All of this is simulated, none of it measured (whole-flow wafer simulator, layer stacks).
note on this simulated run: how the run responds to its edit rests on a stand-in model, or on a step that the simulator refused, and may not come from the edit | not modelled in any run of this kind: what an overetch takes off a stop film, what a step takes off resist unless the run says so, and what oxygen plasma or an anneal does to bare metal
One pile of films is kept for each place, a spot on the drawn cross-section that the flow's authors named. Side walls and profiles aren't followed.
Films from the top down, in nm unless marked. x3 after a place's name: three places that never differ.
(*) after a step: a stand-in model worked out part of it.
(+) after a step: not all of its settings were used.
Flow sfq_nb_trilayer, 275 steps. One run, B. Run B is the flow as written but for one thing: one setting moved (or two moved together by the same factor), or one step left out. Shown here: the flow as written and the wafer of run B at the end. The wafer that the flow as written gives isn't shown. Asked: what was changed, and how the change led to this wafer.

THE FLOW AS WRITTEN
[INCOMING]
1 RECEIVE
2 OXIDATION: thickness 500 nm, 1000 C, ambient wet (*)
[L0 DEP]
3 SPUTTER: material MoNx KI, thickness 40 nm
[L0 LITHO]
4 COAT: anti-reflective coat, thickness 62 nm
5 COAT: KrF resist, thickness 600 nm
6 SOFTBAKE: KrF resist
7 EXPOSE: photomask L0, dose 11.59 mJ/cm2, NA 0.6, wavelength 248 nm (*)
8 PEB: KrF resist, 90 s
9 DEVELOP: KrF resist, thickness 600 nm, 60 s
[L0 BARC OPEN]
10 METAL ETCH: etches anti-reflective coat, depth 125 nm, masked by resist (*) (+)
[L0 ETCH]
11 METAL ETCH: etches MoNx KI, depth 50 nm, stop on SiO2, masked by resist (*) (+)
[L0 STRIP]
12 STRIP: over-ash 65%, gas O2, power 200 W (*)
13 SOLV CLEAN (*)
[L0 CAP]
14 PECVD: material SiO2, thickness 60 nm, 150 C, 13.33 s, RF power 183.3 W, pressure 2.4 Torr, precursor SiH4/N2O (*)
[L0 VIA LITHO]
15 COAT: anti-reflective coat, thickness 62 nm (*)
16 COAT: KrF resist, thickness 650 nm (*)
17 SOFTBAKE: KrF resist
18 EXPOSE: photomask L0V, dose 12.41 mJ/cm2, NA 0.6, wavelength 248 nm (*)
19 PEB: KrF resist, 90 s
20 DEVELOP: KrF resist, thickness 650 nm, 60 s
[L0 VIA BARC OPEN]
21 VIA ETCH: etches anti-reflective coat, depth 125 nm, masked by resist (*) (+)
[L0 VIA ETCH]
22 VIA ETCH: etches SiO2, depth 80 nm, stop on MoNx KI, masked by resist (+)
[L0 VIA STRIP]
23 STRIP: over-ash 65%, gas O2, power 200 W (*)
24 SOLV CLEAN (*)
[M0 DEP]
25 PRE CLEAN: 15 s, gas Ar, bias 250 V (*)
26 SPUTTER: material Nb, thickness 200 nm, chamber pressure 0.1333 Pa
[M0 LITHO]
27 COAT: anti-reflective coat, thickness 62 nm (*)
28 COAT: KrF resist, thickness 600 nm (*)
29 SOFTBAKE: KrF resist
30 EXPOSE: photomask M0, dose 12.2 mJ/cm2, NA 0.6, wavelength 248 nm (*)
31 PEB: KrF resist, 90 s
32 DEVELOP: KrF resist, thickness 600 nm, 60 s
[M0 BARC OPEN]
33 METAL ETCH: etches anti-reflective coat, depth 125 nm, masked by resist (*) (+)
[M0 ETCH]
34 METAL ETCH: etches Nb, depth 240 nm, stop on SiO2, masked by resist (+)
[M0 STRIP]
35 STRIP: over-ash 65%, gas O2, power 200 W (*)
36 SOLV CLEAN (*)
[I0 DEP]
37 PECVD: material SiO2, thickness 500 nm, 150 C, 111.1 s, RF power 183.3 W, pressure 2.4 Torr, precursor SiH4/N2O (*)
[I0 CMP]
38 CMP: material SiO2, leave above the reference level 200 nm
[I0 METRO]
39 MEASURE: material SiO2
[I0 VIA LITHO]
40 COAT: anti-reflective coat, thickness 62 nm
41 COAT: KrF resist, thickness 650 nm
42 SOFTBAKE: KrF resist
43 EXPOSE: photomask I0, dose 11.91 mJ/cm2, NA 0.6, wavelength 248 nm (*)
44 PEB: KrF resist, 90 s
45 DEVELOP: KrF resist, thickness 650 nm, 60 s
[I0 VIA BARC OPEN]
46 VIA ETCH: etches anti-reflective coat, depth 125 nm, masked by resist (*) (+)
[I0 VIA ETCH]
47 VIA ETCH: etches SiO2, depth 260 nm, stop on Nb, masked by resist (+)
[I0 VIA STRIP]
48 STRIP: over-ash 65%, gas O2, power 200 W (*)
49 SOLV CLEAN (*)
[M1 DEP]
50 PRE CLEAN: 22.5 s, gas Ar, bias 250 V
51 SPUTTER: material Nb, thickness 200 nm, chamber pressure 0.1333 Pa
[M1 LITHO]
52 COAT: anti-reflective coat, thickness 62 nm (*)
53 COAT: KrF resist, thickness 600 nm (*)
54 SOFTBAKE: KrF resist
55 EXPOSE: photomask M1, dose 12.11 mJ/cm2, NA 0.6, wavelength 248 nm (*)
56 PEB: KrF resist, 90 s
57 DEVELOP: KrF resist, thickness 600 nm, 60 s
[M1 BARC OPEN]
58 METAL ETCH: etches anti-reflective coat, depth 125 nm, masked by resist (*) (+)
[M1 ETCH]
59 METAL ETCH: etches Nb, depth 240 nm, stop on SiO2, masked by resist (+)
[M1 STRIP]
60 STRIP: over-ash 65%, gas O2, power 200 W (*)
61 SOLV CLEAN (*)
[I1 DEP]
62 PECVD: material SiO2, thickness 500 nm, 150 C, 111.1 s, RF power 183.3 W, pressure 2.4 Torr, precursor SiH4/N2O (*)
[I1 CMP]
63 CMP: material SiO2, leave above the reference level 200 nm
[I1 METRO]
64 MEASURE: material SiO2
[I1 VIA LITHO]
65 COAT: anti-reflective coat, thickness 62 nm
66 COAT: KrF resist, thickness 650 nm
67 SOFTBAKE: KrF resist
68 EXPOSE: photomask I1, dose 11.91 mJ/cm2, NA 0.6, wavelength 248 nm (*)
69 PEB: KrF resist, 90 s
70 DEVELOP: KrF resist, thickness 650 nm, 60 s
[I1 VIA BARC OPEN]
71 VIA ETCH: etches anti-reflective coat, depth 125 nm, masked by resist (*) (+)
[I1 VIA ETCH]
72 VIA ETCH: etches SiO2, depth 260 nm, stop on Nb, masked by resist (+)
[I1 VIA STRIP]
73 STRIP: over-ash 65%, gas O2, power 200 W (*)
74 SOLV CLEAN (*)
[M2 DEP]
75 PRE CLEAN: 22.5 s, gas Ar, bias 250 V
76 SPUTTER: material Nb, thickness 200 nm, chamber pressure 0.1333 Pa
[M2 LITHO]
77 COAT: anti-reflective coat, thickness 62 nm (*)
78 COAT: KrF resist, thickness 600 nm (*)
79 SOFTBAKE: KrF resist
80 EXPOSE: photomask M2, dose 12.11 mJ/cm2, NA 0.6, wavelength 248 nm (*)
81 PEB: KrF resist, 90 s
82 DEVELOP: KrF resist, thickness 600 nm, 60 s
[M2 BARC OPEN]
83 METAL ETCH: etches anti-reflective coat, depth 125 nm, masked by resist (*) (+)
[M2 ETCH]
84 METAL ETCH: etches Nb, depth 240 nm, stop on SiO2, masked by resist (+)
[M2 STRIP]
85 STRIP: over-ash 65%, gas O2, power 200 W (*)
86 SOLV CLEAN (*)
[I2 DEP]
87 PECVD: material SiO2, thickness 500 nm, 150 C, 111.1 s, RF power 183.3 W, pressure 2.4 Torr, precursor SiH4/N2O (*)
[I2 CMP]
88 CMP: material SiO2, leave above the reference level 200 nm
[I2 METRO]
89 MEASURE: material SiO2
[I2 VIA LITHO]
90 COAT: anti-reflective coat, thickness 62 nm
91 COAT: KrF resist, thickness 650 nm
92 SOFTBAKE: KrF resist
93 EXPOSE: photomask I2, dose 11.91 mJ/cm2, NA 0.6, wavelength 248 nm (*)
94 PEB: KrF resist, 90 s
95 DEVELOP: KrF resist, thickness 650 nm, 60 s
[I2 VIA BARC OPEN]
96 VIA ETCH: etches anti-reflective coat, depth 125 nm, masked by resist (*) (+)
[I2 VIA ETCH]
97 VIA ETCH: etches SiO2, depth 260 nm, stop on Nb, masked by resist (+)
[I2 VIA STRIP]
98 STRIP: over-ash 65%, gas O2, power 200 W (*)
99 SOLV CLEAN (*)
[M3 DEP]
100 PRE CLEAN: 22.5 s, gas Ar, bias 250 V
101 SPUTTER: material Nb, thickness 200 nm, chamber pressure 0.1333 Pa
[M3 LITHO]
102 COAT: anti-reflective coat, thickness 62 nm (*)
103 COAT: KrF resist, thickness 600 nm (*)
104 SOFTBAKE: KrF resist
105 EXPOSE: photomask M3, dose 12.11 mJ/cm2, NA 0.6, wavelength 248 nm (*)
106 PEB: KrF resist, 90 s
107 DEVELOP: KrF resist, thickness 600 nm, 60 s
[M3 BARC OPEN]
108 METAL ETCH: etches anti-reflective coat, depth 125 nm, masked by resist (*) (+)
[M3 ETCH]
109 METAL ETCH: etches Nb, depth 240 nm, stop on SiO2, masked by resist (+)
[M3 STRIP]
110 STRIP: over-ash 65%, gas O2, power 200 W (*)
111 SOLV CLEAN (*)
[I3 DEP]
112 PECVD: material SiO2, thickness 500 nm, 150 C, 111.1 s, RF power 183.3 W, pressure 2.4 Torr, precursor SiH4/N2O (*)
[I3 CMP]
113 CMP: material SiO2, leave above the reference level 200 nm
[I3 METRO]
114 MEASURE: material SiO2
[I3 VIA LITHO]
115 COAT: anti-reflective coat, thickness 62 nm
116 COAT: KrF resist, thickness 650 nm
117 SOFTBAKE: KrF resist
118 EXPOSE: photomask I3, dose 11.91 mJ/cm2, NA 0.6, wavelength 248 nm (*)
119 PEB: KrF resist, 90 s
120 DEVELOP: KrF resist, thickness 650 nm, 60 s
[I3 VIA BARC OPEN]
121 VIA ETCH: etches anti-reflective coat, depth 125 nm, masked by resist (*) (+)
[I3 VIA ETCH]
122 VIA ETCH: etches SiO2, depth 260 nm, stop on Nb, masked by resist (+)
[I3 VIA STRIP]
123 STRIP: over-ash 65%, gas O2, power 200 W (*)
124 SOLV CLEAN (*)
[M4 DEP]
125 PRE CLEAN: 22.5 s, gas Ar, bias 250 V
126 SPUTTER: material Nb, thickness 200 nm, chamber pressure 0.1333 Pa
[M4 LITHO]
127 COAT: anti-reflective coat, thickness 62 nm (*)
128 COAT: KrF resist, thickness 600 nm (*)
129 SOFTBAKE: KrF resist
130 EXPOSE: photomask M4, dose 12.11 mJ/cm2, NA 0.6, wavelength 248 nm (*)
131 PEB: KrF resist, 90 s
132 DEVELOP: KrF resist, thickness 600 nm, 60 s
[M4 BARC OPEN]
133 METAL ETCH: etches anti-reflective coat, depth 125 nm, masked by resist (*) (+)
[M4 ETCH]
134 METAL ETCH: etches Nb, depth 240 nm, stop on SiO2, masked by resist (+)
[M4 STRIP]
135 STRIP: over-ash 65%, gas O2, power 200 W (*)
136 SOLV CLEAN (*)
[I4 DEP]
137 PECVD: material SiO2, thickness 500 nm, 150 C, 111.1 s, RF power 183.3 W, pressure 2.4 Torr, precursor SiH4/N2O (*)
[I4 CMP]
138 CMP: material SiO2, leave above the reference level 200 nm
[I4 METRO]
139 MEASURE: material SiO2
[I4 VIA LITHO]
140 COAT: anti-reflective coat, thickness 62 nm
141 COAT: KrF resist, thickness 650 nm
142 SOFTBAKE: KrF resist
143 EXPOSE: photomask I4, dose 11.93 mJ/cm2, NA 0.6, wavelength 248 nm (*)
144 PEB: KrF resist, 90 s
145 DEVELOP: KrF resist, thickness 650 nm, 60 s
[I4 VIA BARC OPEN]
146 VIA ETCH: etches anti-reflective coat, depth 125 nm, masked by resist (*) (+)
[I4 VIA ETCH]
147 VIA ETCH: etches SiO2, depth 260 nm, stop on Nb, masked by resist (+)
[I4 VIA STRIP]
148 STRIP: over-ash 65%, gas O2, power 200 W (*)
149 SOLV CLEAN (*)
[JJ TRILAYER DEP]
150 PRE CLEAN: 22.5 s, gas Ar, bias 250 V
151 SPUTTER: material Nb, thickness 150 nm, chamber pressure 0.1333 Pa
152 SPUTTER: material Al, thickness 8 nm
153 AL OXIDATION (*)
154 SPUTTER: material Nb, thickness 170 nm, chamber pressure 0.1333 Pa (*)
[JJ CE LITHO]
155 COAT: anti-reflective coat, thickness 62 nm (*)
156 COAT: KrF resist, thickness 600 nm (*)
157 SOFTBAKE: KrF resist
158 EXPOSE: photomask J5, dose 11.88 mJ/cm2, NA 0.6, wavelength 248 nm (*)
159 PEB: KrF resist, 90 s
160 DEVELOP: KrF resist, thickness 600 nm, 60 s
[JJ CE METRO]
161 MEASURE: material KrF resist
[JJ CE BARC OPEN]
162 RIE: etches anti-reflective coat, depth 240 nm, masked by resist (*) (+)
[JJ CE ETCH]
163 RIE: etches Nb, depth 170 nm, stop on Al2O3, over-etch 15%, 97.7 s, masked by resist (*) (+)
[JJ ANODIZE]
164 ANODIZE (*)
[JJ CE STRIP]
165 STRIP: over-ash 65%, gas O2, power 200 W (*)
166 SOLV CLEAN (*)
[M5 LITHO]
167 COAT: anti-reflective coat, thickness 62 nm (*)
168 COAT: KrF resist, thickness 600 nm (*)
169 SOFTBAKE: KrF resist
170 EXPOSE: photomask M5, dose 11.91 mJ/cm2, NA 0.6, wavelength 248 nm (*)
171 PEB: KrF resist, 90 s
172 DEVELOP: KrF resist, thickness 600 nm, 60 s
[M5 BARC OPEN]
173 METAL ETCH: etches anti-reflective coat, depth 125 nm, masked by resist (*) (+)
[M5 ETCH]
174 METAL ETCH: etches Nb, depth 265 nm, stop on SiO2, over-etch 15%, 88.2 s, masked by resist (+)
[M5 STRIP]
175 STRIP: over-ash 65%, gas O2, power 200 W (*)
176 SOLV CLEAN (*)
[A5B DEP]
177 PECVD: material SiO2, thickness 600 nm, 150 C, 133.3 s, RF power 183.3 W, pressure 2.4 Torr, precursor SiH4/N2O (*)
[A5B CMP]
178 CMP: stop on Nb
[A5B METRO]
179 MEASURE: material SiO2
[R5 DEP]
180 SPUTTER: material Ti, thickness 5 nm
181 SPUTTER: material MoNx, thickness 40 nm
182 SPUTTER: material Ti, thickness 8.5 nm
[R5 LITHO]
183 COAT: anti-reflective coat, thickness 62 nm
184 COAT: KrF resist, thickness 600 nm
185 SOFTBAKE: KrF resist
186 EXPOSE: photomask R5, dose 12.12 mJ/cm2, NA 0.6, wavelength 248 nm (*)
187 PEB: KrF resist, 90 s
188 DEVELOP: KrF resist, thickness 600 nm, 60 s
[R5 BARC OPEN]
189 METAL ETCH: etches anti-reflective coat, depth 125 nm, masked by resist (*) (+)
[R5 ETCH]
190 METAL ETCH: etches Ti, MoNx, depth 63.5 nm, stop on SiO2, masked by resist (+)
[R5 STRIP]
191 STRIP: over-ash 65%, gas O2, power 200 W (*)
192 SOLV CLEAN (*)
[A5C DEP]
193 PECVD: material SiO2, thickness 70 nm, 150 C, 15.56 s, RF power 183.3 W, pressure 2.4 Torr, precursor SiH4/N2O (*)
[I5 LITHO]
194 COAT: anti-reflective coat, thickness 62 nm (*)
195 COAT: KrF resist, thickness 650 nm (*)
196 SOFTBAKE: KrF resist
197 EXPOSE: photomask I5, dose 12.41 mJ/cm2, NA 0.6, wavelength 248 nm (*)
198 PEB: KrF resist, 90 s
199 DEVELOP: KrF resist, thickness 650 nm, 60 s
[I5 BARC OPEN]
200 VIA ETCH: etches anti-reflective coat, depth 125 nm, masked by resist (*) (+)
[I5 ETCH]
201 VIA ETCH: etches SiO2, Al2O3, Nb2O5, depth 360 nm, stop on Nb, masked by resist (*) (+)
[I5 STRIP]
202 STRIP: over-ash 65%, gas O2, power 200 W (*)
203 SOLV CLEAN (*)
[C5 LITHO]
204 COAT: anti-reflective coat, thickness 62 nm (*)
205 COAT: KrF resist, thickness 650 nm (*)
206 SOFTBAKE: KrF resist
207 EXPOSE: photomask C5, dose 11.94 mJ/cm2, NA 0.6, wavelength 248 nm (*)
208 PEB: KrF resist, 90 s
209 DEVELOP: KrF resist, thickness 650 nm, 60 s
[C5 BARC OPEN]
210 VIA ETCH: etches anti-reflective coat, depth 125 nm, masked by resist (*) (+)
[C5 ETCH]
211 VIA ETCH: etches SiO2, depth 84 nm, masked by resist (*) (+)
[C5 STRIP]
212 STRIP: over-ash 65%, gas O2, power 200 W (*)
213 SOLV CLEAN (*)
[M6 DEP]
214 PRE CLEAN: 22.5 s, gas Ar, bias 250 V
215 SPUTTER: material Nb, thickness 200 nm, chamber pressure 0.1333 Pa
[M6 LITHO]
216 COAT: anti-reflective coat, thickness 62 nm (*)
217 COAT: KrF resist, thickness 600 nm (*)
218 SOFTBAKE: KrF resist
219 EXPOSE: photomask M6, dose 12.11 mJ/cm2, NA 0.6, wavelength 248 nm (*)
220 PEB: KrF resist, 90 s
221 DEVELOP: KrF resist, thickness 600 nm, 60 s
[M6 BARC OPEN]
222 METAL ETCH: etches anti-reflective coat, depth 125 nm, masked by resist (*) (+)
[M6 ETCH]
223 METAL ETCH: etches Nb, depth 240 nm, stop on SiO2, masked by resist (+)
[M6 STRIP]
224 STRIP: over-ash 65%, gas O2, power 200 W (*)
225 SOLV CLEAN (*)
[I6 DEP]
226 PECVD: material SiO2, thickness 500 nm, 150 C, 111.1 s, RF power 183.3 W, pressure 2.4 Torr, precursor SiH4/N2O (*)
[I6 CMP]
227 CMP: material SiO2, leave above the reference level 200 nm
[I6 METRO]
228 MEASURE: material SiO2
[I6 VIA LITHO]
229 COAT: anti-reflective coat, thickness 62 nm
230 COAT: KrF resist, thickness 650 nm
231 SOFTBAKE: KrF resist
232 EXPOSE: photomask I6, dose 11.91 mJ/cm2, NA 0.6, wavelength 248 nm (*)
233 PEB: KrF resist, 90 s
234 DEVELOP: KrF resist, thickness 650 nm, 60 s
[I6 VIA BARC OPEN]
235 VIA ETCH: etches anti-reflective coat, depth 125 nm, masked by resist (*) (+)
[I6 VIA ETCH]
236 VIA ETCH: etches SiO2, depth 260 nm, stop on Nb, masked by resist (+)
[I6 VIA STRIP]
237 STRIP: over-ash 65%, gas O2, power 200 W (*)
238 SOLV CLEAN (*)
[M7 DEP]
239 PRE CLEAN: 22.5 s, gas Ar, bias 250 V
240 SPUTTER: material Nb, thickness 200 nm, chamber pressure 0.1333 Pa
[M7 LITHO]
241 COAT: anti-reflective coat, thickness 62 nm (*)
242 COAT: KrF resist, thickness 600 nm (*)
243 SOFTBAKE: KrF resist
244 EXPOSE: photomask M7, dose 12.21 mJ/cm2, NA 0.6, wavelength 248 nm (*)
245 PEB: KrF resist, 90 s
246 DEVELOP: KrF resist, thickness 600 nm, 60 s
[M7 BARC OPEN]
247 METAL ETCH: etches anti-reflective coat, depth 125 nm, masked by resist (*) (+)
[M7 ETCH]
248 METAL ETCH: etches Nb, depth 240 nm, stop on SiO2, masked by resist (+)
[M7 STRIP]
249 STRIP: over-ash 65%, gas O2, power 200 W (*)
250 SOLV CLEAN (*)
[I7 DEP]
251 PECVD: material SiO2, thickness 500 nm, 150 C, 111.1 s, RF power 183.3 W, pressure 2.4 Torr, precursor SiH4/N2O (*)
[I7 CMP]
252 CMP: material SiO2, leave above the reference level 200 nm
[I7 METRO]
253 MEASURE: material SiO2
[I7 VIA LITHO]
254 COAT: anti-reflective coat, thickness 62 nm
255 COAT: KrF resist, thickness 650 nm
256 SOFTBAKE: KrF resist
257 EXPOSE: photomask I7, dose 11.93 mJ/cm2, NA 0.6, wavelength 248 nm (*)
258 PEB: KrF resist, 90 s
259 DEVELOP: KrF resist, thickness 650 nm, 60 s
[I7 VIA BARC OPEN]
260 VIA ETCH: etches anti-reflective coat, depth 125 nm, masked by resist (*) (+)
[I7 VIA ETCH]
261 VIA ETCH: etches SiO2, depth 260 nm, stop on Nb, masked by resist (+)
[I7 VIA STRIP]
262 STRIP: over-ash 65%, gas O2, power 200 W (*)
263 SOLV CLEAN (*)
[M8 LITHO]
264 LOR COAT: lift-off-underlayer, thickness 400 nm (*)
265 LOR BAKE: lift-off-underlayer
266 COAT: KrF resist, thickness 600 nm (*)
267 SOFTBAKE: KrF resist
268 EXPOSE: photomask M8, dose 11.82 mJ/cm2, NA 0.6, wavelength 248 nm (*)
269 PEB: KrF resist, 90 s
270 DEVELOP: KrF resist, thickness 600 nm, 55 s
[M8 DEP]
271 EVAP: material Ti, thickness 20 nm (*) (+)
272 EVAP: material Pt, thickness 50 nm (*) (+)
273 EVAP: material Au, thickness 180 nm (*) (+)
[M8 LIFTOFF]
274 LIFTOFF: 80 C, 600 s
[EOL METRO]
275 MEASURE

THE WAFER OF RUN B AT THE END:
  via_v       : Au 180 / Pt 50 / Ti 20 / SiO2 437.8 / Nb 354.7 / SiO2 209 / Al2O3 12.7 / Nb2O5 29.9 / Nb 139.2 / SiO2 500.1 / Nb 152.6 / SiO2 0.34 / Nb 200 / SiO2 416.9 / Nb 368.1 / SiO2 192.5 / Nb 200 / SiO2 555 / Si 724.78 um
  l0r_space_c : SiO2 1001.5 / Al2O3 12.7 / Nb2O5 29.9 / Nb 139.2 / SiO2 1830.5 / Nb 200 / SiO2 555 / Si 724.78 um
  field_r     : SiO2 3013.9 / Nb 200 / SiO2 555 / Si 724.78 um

The cause: step 113, CMP: leave above the reference level 268 nm was run, where the flow has leave above the reference level 200 nm.

How the change led to this, step by step:
  113 CMP: material SiO2, leave above the reference level 200 nm
      field_l, be, be_sur and 64 more: SiO2 -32 (as written it would be: SiO2 -100)
      v_sur, via_wl, via_wr and 27 more: SiO2 -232 (as written it would be: SiO2 -300)
      (and at 9 more places)
  122 VIA ETCH: etches SiO2, depth 260 nm, stop on Nb, masked by resist (+)
      via_v: SiO2 -260 (as written it would be: SiO2 -199.8 (all of it))
  125 PRE CLEAN: 22.5 s, gas Ar, bias 250 V
      via_v: SiO2 -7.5 (as written it would be: Nb -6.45)
  126 SPUTTER: material Nb, thickness 200 nm, chamber pressure 0.1333 Pa
      via_v: Nb +152.6 (new film) (as written it would be: Nb +165.5)
  127 COAT: anti-reflective coat, thickness 62 nm (*)
      via_sp: anti-reflective coat +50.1 (new film) (as written it would be: anti-reflective coat +53 (new film))
      via_v: anti-reflective coat +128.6 (new film) (as written it would be: anti-reflective coat +124.8 (new film))
      (and at 1 more place)
  128 COAT: KrF resist, thickness 600 nm (*)
      via_v: KrF resist +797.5 (new film) (as written it would be: KrF resist +739.8 (new film))
  135 STRIP: over-ash 65%, gas O2, power 200 W (*)
      via_sp: KrF resist -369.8 (all of it), anti-reflective coat -50.1 (all of it) (as written it would be: KrF resist -373.9 (all of it), anti-reflective coat -53 (all of it))
      via_v: KrF resist -579.3 (all of it), anti-reflective coat -128.6 (all of it) (as written it would be: KrF resist -521.8 (all of it), anti-reflective coat -124.8 (all of it))
      (and at 1 more place)
  137 PECVD: material SiO2, thickness 500 nm, 150 C, 111.1 s, RF power 183.3 W, pressure 2.4 Torr, precursor SiH4/N2O (*)
      via_v: SiO2 +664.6 (new film) (as written it would be: SiO2 +615 (new film))
  138 CMP: material SiO2, leave above the reference level 200 nm
      via_v: SiO2 -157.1 (as written it would be: SiO2 -181.6)
Counting metal films that touch as one body, via_v has 7 bodies (between them, from the top down: SiO2 437.8; SiO2 209 / Al2O3 12.7 / Nb2O5 29.9; SiO2 500.1; SiO2 0.34; SiO2 416.9; SiO2 192.5); the flow as written gives 6 bodies (between them, from the top down: SiO2 437.8; SiO2 209 / Al2O3 12.7 / Nb2O5 29.9; SiO2 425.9; SiO2 416.9; SiO2 192.5).
